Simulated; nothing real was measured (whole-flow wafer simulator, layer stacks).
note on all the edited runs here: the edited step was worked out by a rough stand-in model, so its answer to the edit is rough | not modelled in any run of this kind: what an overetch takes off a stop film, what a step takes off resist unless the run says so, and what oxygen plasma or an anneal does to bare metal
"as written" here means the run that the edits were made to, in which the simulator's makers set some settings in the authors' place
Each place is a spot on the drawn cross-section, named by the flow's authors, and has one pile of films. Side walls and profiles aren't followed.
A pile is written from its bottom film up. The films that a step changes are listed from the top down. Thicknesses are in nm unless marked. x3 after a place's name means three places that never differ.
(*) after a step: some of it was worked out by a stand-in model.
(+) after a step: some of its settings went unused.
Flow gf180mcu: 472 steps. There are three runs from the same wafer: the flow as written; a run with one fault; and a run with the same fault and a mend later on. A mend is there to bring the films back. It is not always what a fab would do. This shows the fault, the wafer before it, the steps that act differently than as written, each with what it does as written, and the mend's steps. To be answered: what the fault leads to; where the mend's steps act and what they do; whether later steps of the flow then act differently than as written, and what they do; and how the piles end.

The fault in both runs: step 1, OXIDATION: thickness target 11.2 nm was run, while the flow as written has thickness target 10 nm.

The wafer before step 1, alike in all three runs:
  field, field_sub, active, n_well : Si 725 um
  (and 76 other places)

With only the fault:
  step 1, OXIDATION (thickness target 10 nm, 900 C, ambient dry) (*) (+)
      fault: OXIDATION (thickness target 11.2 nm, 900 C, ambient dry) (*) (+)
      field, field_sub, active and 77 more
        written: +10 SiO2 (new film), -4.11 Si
        fault: +11.2 SiO2 (new film), -4.64 Si
  Later steps of the flow acting differently than as written (102 other steps are not shown; they differ only slightly, by no more than 2% or 0.5 nm, whichever is larger):
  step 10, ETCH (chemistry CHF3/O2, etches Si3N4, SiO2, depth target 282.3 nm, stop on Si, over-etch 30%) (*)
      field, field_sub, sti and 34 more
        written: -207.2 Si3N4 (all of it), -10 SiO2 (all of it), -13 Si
        fault: -207.2 Si3N4 (all of it), -11.2 SiO2 (all of it), -12.8 Si
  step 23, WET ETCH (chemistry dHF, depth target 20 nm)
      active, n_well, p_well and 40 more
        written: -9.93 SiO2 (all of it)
        fault: -11.1 SiO2 (all of it)
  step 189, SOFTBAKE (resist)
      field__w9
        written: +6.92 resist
        fault: -3.07 resist
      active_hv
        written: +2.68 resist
        fault: -0.49 resist
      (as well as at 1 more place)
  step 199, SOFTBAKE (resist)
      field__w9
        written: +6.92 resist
        fault: -3.07 resist
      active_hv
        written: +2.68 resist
        fault: -0.49 resist
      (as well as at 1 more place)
  The piles end only slightly different from the flow's at the places that both follow, by no more than 2% or 0.5 nm, whichever is larger.

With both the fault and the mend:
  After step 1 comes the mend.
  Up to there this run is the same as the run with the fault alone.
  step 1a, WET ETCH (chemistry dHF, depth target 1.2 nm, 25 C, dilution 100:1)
      field, field_sub, active and 77 more
        -1.2 SiO2
  Later steps of the flow that are run all act as written at every place that is followed.
  The piles end only slightly different from the flow's at the places that both follow, by no more than 2% or 0.5 nm, whichever is larger.
